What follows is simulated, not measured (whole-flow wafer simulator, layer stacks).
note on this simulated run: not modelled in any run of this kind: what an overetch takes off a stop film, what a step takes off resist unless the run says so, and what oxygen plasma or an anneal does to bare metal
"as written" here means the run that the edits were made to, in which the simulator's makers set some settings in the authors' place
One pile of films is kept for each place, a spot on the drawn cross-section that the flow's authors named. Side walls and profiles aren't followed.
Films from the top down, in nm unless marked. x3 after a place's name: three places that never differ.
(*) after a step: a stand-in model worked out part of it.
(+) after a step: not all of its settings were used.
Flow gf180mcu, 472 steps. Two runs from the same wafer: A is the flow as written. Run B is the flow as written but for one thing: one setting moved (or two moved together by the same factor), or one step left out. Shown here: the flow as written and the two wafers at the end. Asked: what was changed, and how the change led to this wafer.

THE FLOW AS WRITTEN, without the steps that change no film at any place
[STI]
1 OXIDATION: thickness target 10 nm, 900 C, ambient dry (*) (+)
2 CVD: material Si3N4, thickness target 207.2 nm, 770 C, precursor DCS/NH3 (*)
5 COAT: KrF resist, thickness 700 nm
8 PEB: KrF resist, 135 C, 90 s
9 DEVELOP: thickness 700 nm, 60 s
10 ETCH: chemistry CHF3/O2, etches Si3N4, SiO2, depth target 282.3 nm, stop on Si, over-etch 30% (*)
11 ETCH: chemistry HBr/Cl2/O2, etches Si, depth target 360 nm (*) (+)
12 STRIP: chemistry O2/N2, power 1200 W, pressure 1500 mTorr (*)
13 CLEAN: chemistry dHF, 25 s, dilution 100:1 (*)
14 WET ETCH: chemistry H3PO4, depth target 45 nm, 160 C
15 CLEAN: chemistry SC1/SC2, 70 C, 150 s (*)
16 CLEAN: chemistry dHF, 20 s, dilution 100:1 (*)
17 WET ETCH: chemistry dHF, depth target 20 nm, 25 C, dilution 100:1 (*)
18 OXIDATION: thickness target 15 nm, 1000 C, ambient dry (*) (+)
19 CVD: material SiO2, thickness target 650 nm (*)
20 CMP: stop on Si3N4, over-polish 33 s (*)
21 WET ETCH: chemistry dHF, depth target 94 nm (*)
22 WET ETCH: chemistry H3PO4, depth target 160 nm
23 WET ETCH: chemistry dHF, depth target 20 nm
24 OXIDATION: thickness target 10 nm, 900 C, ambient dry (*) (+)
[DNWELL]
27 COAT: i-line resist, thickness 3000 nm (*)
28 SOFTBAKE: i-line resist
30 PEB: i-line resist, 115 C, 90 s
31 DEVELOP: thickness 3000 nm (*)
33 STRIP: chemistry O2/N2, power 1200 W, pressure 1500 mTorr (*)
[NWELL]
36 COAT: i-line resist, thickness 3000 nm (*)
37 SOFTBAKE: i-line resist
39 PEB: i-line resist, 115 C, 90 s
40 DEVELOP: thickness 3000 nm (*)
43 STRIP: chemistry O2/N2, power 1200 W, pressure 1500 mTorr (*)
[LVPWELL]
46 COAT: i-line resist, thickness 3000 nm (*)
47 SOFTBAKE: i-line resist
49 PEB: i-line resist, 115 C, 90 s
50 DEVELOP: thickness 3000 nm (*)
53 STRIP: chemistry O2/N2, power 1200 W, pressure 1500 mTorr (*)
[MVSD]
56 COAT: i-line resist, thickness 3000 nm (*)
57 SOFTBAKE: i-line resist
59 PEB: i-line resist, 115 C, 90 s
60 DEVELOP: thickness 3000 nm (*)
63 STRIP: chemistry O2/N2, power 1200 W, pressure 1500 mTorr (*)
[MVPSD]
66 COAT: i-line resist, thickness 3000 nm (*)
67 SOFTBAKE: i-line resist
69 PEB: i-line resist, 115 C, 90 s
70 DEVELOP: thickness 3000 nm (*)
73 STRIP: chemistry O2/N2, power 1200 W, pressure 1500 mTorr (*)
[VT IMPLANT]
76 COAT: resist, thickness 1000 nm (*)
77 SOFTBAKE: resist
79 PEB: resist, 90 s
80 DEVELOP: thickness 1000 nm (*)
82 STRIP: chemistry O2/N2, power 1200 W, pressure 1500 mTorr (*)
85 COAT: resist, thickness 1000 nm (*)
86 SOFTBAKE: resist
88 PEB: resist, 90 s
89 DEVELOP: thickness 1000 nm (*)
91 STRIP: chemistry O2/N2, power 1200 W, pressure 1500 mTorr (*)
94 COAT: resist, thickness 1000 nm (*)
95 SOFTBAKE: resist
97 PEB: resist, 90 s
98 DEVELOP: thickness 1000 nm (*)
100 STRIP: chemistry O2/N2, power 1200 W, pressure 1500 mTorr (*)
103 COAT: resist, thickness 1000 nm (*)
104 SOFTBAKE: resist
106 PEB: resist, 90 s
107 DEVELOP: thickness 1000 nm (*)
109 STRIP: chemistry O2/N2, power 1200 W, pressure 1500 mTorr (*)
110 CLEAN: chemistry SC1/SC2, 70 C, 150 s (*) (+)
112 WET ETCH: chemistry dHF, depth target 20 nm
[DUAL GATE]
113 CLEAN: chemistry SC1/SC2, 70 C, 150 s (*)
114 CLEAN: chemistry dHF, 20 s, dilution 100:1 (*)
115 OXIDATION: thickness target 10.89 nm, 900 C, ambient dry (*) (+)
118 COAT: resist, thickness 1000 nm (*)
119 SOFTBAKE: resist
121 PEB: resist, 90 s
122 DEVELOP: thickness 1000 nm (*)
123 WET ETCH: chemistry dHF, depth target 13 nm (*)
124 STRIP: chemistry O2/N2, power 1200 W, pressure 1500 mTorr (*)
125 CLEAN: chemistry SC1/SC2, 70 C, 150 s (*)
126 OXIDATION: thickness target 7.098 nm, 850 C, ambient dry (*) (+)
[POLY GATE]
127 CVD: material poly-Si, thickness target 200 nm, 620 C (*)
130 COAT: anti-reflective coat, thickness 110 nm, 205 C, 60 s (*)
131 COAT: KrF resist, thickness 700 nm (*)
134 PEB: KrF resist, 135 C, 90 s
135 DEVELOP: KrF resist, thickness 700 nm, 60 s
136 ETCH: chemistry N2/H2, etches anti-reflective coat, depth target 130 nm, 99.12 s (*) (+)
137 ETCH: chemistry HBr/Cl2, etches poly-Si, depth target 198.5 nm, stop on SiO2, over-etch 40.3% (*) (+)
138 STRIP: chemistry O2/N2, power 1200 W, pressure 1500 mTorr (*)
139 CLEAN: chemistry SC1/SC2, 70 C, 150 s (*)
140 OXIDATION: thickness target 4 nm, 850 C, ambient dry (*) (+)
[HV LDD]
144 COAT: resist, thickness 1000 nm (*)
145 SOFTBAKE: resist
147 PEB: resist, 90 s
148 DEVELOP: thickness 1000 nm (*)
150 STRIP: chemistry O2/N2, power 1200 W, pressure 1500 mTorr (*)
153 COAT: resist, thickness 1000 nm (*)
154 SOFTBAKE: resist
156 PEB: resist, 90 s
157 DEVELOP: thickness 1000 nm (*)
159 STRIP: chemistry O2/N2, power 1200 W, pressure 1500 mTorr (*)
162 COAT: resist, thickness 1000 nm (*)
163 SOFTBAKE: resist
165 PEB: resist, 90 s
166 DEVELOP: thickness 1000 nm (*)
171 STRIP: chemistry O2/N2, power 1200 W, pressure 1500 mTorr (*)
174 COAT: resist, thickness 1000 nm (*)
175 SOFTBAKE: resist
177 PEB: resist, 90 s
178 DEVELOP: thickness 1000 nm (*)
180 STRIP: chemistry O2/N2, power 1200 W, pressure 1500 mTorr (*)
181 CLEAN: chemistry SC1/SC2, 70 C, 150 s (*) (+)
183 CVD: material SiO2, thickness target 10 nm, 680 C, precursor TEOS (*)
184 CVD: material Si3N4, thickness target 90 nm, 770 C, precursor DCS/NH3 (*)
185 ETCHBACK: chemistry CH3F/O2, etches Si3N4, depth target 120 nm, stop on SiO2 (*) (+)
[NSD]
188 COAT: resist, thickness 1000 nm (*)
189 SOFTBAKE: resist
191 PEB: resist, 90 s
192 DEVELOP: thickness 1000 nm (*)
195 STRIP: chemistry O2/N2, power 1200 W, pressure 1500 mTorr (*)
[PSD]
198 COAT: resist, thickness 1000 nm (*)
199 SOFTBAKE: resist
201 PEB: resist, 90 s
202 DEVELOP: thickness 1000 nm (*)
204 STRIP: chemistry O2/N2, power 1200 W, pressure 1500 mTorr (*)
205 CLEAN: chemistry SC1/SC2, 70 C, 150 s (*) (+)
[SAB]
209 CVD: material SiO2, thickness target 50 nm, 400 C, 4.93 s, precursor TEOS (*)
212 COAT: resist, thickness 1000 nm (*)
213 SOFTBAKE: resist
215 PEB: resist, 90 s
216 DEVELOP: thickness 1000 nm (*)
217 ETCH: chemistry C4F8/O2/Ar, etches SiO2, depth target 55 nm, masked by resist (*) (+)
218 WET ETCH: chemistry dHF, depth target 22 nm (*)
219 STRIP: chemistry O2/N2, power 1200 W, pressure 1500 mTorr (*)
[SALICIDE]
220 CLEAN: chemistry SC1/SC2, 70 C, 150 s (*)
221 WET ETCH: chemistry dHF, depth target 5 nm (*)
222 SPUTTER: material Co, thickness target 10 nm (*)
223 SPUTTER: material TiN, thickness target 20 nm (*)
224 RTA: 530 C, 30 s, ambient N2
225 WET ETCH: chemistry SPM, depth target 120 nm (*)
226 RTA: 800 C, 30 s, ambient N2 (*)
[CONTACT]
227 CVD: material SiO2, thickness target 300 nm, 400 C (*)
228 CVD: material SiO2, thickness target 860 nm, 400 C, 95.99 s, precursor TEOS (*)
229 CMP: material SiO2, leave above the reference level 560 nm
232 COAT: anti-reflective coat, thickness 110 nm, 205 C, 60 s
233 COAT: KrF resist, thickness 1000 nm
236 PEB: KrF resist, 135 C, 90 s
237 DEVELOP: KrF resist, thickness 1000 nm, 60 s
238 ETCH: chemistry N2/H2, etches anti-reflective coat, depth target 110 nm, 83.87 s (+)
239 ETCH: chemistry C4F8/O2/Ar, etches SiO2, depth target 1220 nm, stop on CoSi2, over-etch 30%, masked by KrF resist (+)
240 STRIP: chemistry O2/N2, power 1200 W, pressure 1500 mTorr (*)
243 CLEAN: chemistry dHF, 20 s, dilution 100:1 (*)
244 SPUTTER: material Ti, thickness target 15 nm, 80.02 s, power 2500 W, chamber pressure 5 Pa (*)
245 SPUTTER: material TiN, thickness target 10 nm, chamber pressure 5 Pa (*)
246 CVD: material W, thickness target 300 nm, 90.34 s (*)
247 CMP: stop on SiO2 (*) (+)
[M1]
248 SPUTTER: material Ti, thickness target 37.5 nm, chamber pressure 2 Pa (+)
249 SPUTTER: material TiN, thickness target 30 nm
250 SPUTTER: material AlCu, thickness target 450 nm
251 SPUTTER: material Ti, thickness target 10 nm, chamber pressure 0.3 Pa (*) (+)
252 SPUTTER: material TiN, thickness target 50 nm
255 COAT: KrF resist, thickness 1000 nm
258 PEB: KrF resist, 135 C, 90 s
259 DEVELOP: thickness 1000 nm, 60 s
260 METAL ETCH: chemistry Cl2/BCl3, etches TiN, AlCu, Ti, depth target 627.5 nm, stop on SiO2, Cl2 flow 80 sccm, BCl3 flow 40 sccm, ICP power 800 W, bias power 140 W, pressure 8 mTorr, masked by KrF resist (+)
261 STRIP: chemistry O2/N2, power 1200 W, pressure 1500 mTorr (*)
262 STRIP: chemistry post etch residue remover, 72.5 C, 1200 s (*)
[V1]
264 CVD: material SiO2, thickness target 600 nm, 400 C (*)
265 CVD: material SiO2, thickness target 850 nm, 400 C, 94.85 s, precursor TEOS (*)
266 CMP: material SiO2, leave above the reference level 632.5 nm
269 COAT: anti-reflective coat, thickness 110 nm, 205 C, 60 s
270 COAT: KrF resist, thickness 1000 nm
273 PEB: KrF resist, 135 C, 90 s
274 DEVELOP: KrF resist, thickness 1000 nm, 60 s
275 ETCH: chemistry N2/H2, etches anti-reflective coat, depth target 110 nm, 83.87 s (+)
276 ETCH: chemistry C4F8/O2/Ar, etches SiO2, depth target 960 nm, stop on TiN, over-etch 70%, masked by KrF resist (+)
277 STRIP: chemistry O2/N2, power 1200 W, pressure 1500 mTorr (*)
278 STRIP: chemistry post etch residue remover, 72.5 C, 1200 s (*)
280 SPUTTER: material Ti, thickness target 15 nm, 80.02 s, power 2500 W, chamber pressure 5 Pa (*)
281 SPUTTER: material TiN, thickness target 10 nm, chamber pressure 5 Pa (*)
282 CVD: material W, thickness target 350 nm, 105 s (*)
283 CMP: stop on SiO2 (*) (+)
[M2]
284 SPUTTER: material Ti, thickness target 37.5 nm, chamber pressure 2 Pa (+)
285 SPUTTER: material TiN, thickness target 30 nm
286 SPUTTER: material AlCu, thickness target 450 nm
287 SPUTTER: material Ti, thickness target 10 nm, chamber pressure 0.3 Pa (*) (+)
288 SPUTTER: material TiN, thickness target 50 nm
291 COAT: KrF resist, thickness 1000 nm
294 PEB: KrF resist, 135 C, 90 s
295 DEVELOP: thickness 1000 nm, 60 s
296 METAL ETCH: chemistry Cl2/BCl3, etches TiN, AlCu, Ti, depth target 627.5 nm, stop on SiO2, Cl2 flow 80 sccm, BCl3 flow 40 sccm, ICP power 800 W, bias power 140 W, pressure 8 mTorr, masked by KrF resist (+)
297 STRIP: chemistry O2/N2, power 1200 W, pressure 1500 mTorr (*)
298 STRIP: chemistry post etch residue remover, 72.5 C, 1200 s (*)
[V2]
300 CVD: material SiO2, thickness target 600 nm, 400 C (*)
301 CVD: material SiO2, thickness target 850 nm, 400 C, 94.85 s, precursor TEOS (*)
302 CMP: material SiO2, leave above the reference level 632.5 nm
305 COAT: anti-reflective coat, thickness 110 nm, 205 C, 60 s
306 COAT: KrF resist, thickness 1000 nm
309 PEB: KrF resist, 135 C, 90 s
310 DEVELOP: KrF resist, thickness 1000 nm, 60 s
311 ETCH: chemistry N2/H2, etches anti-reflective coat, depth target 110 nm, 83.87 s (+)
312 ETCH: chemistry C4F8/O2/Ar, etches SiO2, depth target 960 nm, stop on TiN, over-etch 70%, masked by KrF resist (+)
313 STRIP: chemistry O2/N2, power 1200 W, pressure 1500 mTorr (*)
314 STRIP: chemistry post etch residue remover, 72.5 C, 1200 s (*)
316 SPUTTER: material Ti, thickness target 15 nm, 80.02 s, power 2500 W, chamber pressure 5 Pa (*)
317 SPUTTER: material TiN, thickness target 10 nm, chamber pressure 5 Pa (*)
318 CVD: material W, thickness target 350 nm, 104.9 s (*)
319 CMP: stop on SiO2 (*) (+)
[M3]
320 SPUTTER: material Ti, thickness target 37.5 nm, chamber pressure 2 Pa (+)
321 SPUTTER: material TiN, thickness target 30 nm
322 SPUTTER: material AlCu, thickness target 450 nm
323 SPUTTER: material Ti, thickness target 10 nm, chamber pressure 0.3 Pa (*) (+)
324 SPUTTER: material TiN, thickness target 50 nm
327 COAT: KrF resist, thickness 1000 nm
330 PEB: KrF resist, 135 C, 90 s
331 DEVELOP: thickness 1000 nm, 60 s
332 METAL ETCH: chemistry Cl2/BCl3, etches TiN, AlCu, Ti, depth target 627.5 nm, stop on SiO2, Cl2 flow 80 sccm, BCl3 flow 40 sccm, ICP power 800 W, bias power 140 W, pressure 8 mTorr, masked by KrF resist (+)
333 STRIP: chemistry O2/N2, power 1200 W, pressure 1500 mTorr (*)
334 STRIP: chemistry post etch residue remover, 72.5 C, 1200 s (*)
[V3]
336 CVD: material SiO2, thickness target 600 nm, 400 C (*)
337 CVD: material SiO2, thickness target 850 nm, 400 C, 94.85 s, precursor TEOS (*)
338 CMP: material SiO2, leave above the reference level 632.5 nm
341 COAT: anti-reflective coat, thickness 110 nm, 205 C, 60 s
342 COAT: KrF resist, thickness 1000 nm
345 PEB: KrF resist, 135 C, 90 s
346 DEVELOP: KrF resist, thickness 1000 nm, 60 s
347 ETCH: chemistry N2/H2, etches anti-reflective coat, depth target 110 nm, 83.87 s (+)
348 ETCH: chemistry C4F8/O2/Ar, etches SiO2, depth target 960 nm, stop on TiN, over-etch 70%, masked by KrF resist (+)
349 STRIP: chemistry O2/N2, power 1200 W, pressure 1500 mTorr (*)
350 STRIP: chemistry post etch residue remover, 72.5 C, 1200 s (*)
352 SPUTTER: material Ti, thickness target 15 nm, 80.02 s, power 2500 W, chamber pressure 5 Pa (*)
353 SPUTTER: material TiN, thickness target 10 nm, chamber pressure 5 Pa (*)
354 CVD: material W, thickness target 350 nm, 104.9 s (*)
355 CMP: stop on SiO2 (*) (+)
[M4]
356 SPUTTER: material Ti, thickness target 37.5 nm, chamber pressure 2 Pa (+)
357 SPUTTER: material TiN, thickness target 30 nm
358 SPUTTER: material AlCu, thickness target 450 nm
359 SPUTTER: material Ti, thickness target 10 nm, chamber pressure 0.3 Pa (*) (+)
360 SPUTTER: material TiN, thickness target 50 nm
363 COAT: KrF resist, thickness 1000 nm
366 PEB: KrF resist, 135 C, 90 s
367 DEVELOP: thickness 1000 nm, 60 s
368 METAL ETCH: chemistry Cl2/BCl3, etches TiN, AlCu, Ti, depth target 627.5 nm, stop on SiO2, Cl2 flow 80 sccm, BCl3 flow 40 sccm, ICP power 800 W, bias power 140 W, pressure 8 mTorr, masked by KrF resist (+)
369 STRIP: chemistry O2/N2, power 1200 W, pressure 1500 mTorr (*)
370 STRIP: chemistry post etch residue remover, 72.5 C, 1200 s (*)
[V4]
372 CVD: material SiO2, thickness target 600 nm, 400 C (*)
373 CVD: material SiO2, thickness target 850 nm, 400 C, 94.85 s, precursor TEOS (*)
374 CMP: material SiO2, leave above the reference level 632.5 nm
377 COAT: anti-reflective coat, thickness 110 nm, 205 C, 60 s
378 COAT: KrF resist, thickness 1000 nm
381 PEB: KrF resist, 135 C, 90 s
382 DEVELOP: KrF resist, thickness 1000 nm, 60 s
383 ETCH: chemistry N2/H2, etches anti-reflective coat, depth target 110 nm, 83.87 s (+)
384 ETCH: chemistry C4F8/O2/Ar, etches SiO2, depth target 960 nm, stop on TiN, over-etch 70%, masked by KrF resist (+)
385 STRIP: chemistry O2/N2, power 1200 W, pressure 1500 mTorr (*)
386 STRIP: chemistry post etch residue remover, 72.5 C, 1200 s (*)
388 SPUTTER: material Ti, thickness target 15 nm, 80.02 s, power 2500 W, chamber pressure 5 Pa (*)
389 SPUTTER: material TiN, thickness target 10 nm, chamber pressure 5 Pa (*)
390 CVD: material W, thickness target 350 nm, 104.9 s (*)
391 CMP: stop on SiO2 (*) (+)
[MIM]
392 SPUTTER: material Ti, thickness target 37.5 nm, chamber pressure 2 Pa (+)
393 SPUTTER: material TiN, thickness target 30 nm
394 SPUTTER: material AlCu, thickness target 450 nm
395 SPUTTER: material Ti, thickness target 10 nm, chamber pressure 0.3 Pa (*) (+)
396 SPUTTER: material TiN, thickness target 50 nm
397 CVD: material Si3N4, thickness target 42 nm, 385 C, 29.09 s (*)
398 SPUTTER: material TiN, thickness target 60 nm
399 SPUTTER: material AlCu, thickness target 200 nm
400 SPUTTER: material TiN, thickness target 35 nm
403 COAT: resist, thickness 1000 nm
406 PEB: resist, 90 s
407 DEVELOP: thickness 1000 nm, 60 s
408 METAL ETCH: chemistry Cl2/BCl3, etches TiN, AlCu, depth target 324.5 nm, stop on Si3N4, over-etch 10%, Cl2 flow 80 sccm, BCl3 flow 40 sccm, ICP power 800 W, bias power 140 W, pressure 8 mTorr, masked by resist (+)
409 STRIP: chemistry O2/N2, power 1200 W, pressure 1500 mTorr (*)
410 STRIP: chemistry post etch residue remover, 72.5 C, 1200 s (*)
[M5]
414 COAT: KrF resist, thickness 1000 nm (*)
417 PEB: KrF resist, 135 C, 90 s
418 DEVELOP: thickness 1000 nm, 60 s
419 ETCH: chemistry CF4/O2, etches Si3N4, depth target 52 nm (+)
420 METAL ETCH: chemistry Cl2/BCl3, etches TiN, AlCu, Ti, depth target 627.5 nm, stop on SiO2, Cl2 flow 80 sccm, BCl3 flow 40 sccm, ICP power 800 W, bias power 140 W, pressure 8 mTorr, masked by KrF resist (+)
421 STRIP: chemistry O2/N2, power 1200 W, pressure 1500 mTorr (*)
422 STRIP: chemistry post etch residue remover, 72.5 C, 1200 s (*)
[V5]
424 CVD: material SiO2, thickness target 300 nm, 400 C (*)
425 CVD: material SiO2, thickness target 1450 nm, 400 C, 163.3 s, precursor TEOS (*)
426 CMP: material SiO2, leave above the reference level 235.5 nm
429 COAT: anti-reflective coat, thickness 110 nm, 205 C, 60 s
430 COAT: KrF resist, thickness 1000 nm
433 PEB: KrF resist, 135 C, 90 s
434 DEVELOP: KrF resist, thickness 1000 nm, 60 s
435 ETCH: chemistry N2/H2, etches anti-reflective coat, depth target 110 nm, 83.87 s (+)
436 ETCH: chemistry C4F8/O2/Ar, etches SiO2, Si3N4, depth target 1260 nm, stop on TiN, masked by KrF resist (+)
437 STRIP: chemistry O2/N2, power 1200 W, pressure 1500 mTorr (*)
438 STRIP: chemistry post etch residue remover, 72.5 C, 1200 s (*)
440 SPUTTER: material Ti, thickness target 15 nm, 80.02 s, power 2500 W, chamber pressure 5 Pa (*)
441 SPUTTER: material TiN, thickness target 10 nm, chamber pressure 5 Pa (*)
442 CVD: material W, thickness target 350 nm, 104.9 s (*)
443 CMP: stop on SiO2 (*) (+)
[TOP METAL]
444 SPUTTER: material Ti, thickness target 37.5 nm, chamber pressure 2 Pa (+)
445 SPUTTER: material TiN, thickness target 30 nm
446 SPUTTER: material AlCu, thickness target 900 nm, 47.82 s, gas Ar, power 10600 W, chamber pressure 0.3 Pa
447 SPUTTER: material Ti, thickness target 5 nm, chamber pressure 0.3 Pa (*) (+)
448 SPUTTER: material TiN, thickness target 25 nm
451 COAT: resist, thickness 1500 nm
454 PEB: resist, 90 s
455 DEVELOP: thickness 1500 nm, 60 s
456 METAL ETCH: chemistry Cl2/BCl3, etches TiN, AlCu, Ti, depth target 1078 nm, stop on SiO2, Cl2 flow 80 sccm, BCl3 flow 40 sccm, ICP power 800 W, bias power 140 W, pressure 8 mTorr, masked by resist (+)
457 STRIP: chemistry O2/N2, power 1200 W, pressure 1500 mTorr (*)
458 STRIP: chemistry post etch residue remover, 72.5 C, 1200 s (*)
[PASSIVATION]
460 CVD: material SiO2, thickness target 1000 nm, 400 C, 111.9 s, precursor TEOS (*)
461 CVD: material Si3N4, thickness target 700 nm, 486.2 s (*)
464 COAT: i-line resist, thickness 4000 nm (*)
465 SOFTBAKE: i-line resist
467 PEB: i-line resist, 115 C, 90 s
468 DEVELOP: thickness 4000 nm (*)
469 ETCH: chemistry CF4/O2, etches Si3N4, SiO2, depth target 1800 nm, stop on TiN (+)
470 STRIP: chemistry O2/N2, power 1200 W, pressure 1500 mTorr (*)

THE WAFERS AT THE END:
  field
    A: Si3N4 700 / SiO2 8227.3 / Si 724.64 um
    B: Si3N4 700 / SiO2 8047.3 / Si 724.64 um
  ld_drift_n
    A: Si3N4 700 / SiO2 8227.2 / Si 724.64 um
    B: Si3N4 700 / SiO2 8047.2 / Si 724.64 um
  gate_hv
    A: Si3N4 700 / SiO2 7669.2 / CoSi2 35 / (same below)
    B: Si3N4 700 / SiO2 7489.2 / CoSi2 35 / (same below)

The cause: step 250, SPUTTER: thickness target 270 nm was run, where the flow has thickness target 450 nm.

How the change led to this, step by step:
  250 SPUTTER: material AlCu, thickness target 450 nm
      field, field__w1, field__w2 and 108 more: A AlCu +450 (new film) | B AlCu +270 (new film)
  260 METAL ETCH: chemistry Cl2/BCl3, etches TiN, AlCu, Ti, depth target 627.5 nm, stop on SiO2, Cl2 flow 80 sccm, BCl3 flow 40 sccm, ICP power 800 W, bias power 140 W, pressure 8 mTorr, masked by KrF resist (+)
      field, field__w1, field__w2 and 99 more: A TiN -50 (all of it), Ti -10 (all of it), AlCu -450 (all of it), TiN -30 (all of it), Ti -37.5 (all of it) | B TiN -50 (all of it), Ti -10 (all of it), AlCu -270 (all of it), TiN -30 (all of it), Ti -37.5 (all of it)
      field__w8, contact, m1 and 6 more: A KrF resist -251 | B KrF resist -238.5
  266 CMP: material SiO2, leave above the reference level 632.5 nm
      field, field__w1, field__w2 and 99 more: A SiO2 -300 | B SiO2 -480
